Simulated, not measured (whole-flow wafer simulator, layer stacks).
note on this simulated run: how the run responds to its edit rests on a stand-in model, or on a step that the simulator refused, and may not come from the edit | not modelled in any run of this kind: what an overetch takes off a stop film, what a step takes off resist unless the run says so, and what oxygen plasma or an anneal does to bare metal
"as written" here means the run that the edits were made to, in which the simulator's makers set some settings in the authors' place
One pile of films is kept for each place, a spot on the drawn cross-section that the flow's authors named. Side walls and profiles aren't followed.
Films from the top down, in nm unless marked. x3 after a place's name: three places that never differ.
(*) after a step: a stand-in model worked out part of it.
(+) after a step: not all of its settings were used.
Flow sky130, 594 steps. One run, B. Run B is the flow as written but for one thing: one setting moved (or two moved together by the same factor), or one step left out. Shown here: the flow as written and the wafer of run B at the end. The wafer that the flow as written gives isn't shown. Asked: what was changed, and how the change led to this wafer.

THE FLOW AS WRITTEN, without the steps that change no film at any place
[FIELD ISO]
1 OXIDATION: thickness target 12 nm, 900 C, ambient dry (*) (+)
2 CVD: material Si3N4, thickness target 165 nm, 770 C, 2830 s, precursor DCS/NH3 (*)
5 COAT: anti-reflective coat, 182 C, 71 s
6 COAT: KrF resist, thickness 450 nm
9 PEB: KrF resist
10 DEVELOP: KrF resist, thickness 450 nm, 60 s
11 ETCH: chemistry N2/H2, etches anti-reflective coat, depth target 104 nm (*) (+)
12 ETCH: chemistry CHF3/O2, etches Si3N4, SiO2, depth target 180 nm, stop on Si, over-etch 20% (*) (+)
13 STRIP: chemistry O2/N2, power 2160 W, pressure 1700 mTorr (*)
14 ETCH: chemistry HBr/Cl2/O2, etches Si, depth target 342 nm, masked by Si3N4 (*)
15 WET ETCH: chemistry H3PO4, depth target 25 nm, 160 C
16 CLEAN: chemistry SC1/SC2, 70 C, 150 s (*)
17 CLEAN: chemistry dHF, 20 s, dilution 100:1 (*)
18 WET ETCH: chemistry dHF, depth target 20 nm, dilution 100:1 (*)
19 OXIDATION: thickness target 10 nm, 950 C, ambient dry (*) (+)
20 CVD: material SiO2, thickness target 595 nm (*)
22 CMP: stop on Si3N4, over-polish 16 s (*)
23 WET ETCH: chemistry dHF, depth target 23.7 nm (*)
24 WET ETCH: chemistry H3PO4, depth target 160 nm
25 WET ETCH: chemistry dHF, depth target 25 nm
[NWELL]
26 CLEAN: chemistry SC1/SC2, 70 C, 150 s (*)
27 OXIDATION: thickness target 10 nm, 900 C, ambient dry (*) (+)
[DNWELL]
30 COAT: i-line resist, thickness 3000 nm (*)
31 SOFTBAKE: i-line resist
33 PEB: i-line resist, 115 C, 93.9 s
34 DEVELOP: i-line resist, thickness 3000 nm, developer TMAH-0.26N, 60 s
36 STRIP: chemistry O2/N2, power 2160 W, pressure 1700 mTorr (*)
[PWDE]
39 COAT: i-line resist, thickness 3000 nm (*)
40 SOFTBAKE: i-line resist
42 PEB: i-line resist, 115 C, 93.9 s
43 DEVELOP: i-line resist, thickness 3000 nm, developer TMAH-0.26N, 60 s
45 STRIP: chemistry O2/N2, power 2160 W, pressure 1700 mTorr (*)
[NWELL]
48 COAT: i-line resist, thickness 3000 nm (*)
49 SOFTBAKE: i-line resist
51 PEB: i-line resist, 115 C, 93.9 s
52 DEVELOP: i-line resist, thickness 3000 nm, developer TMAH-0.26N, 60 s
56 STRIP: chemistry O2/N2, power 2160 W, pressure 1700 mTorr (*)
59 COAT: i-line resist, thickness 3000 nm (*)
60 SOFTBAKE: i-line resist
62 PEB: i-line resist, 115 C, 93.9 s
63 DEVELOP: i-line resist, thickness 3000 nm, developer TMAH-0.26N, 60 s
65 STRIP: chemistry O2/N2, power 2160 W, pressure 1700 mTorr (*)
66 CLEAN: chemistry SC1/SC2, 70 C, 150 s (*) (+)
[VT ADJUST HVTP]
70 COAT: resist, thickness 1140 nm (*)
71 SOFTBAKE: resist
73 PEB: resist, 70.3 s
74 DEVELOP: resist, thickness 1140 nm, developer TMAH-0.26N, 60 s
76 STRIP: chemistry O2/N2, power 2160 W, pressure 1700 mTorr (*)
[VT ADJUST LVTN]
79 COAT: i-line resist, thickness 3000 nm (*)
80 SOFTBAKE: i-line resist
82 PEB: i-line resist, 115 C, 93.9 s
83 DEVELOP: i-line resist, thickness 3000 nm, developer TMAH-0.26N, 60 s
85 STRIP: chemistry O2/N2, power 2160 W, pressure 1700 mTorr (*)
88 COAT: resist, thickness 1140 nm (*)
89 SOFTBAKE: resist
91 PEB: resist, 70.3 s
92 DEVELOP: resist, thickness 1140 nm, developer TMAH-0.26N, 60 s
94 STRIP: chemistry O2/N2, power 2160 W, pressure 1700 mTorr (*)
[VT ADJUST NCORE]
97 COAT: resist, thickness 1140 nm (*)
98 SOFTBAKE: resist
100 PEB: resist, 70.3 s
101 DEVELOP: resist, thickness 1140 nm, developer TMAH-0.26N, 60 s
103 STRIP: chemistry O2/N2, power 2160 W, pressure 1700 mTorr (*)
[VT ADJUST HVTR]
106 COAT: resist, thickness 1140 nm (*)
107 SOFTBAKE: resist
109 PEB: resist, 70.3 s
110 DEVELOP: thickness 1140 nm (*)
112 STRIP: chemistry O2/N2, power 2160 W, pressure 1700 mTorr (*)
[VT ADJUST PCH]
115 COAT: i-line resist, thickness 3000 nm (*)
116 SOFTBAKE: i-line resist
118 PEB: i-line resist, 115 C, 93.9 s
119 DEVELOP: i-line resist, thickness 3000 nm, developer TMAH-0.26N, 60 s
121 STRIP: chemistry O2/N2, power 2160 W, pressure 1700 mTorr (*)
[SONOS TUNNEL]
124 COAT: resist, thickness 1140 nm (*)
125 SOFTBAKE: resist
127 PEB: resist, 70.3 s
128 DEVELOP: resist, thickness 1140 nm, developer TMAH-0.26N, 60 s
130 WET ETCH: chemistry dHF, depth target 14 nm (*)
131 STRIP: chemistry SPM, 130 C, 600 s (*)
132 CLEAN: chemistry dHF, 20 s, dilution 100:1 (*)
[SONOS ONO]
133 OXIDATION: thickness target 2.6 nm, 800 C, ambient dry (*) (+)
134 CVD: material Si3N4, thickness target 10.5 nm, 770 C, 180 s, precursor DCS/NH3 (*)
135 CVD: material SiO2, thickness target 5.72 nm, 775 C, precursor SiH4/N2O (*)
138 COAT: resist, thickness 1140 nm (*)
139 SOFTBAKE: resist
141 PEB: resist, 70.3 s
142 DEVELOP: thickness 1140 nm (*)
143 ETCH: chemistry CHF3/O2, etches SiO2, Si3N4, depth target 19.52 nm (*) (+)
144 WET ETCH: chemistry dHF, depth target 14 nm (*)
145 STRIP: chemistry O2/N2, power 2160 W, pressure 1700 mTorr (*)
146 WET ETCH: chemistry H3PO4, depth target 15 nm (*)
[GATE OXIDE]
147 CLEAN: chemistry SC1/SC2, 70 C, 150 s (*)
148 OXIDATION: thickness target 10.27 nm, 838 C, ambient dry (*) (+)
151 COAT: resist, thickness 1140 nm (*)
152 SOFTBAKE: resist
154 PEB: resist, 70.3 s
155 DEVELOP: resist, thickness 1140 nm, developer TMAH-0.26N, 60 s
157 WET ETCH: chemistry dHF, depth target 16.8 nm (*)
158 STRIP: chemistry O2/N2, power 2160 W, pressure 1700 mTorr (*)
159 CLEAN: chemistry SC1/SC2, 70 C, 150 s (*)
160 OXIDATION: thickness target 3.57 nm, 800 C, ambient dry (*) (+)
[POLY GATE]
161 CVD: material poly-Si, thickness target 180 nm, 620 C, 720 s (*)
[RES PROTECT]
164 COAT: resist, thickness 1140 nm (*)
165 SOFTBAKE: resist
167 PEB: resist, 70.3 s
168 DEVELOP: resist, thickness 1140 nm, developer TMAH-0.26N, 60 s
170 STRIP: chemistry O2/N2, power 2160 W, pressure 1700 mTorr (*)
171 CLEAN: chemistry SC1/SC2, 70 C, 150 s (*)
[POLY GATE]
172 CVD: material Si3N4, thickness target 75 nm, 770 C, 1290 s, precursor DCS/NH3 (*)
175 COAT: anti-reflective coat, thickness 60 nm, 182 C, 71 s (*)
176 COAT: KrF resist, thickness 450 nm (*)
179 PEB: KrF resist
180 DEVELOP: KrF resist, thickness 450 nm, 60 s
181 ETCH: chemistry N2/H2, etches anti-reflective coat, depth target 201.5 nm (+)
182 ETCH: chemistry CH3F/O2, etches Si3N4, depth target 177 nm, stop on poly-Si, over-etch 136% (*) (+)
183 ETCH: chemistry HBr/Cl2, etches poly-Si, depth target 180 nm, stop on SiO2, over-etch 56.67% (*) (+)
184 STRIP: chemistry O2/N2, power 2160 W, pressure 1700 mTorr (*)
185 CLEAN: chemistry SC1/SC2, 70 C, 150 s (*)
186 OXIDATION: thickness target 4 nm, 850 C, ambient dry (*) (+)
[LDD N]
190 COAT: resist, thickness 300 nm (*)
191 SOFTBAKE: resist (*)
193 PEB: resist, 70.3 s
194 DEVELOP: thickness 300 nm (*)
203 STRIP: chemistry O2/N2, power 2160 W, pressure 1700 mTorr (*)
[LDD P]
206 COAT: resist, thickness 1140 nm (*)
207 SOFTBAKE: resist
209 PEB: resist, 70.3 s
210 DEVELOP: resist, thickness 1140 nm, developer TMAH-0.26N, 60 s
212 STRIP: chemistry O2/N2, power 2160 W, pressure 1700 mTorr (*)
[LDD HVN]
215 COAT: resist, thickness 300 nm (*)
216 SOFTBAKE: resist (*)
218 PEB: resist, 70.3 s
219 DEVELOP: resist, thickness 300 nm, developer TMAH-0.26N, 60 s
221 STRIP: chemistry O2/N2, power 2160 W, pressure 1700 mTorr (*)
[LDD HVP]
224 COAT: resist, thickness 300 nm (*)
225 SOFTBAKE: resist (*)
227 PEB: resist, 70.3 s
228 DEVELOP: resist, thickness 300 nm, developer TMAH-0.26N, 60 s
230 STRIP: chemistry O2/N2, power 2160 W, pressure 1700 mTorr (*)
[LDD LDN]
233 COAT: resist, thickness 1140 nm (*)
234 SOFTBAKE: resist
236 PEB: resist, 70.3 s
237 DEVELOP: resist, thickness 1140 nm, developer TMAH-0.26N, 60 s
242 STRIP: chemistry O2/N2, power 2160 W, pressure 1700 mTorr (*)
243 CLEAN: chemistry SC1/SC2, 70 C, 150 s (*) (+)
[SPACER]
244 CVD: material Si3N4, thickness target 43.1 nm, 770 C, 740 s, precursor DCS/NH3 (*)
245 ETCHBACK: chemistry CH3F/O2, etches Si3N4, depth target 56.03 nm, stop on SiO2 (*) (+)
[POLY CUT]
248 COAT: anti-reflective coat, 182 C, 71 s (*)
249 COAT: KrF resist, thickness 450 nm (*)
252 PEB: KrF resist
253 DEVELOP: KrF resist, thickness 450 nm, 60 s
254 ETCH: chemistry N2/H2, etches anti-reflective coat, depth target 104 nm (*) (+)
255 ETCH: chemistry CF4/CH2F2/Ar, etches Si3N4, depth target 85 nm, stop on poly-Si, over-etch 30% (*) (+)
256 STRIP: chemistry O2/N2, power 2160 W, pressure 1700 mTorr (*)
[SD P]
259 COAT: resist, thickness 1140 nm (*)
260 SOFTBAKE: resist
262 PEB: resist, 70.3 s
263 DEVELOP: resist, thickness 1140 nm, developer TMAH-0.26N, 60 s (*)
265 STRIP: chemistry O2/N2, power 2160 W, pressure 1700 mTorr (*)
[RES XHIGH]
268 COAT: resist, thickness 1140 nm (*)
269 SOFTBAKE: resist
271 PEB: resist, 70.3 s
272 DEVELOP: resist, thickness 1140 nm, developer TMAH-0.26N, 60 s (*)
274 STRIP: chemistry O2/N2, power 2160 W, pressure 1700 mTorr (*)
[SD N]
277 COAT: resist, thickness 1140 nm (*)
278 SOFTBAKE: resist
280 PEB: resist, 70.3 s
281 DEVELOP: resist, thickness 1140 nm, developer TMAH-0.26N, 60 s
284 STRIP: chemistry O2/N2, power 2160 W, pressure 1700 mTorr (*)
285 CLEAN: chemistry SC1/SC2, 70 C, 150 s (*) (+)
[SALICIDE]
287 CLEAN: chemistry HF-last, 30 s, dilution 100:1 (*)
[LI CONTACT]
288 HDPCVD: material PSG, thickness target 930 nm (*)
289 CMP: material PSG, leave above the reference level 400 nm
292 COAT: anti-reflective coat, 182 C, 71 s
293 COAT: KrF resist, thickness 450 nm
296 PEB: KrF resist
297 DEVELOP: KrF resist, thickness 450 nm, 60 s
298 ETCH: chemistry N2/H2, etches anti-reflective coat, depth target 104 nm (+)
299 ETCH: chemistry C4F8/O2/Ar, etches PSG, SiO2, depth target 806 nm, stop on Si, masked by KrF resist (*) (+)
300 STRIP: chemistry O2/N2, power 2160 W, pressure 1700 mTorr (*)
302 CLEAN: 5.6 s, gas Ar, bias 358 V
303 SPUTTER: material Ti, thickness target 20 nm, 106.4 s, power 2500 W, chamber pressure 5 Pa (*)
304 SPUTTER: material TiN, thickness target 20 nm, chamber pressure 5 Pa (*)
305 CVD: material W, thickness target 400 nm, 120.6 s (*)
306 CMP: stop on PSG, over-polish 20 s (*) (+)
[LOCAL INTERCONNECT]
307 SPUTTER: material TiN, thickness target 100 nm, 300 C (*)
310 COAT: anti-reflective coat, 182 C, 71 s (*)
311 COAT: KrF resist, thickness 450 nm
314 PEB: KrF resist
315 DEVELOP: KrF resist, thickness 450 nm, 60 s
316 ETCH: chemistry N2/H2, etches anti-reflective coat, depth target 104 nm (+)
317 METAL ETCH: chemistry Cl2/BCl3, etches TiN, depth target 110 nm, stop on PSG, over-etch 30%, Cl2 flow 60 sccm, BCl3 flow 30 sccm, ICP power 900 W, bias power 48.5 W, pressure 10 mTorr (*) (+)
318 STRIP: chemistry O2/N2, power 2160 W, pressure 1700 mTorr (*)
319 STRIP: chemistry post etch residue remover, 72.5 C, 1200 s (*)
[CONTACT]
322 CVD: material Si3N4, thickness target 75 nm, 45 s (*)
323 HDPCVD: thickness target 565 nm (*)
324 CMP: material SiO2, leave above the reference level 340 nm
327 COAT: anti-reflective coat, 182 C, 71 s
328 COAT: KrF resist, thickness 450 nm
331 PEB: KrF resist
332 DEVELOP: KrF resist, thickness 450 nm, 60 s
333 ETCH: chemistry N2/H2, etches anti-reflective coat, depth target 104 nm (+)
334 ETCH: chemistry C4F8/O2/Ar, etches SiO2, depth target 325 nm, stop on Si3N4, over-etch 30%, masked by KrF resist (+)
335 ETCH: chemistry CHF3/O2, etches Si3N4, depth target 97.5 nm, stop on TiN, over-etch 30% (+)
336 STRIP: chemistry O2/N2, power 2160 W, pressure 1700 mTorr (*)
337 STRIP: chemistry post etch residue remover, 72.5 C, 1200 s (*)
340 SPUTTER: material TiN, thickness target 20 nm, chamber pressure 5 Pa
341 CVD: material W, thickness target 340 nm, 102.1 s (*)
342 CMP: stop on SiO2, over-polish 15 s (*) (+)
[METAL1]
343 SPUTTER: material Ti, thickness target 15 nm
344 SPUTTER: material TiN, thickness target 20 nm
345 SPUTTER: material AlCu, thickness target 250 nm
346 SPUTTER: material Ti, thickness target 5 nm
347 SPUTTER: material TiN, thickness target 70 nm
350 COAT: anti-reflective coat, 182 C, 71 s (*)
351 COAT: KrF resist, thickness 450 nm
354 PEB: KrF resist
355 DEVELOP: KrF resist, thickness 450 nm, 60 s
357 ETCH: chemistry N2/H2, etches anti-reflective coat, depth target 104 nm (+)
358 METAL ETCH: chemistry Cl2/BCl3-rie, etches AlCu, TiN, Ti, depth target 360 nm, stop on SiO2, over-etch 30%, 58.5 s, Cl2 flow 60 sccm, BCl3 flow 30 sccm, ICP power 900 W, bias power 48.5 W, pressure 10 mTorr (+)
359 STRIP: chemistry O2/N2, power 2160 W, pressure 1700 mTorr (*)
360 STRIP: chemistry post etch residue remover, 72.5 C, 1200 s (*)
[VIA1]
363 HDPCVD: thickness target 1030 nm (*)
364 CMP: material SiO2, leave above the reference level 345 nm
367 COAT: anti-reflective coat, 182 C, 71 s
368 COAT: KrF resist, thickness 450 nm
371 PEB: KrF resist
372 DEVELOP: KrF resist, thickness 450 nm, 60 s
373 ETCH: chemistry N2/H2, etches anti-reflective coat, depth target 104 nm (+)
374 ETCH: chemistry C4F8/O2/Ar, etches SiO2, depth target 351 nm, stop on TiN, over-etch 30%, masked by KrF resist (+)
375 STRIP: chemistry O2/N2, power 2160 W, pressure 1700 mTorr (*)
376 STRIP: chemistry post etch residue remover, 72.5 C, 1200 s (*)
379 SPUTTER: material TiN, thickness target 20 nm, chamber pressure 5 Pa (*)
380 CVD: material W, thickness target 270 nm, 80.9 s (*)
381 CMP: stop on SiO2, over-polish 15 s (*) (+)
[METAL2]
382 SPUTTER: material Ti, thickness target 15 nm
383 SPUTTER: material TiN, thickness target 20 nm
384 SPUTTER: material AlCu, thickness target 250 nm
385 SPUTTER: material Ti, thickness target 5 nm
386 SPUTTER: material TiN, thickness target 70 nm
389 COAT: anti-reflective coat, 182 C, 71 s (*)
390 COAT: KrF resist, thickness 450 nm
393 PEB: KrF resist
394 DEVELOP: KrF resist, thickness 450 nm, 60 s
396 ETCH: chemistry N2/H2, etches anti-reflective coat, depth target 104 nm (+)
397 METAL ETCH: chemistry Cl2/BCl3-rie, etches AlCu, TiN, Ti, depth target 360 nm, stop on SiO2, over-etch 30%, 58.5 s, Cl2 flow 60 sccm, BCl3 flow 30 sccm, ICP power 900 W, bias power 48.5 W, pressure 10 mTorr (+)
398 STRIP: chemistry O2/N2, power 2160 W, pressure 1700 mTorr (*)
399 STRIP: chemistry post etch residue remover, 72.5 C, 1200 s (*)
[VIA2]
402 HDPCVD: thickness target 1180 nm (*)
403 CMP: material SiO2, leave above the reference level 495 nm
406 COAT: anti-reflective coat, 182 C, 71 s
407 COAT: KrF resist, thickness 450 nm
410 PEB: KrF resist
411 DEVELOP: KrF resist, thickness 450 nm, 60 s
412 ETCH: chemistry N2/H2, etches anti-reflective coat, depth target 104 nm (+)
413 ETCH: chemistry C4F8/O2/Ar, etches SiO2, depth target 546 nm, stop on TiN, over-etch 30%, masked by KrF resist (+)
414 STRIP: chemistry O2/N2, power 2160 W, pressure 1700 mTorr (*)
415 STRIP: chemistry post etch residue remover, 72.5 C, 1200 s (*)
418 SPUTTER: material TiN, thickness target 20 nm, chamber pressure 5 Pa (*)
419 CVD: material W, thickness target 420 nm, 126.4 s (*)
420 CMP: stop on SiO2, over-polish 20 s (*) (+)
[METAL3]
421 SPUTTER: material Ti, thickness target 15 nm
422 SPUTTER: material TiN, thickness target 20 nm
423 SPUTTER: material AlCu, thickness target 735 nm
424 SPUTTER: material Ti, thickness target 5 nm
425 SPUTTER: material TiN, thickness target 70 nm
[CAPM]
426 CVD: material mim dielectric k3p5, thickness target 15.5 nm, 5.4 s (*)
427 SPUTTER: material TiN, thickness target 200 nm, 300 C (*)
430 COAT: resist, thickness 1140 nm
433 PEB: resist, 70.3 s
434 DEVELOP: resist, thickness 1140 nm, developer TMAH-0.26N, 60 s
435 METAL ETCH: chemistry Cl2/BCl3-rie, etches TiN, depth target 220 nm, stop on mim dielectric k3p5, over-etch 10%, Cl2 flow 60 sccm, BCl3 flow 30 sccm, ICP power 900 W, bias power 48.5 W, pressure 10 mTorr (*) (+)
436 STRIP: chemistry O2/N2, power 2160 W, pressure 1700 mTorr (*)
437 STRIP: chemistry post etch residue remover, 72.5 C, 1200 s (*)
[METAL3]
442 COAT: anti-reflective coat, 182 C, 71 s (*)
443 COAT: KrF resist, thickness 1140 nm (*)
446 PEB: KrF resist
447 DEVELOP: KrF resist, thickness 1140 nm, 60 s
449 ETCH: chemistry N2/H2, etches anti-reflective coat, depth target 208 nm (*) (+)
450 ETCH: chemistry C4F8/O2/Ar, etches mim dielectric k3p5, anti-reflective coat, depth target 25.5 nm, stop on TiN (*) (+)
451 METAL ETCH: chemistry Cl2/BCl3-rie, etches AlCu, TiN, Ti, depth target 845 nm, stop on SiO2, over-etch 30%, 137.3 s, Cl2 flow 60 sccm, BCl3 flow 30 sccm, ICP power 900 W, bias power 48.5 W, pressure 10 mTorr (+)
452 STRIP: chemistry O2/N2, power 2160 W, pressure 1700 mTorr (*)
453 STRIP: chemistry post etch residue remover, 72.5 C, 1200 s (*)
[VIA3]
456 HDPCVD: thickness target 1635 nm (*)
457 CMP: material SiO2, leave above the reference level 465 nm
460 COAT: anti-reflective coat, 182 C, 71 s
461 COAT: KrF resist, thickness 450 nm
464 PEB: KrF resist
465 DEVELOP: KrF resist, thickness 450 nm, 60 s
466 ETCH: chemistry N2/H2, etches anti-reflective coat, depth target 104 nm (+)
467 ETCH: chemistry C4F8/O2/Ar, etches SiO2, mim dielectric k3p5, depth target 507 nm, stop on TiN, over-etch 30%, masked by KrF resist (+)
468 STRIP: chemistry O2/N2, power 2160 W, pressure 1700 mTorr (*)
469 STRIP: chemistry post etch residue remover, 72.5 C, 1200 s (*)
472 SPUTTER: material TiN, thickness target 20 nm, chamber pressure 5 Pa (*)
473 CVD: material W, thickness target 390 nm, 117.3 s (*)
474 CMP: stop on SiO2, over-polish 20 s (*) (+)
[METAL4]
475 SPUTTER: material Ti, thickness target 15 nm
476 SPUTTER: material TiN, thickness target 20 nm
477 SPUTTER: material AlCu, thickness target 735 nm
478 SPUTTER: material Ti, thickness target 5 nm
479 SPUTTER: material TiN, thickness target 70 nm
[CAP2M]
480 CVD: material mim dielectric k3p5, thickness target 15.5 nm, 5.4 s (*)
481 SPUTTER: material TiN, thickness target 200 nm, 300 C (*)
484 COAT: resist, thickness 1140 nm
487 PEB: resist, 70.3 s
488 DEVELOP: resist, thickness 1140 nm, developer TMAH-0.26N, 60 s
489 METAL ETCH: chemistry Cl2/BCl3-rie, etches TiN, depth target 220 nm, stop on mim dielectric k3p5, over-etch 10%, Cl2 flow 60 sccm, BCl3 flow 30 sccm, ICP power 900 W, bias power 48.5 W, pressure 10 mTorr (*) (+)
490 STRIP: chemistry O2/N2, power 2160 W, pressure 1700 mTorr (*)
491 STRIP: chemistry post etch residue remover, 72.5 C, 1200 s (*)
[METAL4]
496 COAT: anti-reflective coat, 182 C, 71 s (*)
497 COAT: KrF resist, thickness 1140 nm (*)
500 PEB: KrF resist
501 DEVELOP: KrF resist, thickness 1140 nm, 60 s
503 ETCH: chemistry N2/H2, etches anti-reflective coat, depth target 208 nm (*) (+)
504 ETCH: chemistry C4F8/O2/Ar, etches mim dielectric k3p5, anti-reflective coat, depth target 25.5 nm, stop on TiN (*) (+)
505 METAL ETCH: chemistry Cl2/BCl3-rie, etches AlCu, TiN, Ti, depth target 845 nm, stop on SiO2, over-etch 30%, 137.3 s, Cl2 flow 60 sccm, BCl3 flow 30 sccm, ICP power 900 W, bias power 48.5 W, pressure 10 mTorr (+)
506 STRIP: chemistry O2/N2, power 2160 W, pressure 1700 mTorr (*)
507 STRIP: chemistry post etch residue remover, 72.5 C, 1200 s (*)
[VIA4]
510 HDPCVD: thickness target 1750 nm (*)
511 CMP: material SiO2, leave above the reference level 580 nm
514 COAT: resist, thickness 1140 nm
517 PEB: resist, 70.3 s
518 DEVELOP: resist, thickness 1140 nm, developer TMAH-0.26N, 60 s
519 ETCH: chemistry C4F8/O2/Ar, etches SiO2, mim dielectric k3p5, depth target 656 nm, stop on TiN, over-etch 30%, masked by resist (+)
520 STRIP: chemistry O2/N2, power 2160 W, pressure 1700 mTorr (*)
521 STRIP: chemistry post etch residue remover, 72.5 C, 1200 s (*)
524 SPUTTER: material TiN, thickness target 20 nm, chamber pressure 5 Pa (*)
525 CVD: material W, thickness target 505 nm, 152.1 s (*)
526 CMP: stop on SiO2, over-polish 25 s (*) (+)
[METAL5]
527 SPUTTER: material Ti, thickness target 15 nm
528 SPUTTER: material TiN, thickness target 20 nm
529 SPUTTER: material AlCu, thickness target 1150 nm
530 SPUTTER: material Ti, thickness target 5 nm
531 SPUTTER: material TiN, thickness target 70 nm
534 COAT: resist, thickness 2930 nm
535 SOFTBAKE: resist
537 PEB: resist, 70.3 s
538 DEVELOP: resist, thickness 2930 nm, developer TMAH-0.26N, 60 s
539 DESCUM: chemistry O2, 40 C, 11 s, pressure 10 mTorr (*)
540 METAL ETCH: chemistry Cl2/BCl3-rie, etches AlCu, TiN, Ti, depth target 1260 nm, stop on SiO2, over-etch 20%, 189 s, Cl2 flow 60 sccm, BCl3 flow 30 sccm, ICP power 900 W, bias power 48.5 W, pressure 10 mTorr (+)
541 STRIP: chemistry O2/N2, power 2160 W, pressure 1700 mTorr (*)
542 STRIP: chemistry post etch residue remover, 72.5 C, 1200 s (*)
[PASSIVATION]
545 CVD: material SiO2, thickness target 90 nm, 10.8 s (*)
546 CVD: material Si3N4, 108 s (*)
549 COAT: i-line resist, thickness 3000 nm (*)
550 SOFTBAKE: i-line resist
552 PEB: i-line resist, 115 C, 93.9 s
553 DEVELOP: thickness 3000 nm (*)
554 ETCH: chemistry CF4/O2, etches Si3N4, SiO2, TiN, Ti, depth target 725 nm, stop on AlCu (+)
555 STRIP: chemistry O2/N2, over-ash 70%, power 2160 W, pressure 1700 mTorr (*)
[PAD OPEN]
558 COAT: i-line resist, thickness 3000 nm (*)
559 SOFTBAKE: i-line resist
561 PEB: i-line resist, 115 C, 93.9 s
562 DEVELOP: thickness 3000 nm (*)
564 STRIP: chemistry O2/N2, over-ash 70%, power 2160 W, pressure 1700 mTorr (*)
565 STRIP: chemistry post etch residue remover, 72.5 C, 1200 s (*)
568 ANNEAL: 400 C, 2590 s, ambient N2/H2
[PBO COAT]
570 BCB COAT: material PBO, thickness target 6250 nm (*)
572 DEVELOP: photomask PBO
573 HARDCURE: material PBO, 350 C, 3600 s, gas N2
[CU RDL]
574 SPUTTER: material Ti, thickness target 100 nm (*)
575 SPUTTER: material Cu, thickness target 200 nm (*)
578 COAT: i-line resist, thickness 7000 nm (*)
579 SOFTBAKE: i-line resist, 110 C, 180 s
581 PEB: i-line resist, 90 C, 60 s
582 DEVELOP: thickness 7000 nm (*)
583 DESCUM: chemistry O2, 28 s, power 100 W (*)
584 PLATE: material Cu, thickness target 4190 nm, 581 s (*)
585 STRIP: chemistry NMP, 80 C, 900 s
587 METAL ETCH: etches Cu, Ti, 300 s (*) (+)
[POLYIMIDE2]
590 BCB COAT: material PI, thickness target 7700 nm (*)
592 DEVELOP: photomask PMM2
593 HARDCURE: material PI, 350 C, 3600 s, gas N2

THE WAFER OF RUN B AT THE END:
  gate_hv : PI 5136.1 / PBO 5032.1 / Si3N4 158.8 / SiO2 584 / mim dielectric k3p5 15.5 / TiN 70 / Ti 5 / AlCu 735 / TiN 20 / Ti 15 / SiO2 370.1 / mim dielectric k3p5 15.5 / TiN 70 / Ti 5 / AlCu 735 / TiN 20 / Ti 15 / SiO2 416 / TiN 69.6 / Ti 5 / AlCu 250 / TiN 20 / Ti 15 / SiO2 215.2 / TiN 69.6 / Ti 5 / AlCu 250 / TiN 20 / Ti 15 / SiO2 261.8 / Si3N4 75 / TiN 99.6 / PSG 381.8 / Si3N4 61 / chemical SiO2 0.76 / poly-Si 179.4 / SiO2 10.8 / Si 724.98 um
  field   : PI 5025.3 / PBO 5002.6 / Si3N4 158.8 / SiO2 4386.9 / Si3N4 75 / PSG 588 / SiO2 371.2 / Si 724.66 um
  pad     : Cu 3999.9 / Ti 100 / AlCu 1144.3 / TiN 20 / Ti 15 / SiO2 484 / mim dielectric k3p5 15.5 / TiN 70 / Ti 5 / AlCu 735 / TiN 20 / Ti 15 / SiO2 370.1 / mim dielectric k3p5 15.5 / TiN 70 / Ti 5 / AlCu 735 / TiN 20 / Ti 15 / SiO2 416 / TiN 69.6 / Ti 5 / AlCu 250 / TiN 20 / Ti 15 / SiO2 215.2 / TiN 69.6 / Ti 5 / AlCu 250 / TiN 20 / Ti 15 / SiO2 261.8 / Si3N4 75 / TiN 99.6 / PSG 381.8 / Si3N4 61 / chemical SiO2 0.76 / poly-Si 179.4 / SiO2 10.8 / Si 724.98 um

The cause: step 364, CMP: leave above the reference level 293 nm was run, where the flow has leave above the reference level 345 nm.

How the change led to this, step by step:
  364 CMP: material SiO2, leave above the reference level 345 nm
      n_well, p_well, gate_hv and 100 more: SiO2 -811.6 (as written it would be: SiO2 -759.6)
      field, active, gate and 81 more: SiO2 -441.1 (as written it would be: SiO2 -389.1)
      (and at 4 more places)
  374 ETCH: chemistry C4F8/O2/Ar, etches SiO2, depth target 351 nm, stop on TiN, over-etch 30%, masked by KrF resist (+)
      field, active, n_well and 186 more: KrF resist -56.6 (as written it would be: KrF resist -70.1)
      m1, via1_hole: SiO2 -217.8 (all of it) (as written it would be: SiO2 -269.8 (all of it))
  375 STRIP: chemistry O2/N2, power 2160 W, pressure 1700 mTorr (*)
      field, active, n_well and 186 more: KrF resist -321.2 (all of it), anti-reflective coat -80 (all of it) (as written it would be: KrF resist -307.7 (all of it), anti-reflective coat -80 (all of it))
  379 SPUTTER: material TiN, thickness target 20 nm, chamber pressure 5 Pa (*)
      m1: TiN +12 (as written it would be: TiN +11)
      via1_hole: TiN +12 (as written it would be: TiN +10.9)
  380 CVD: material W, thickness target 270 nm, 80.9 s (*)
      m1: W +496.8 (new film) (as written it would be: W +549.9 (new film))
      via1_hole: W +496.9 (new film) (as written it would be: W +549.9 (new film))
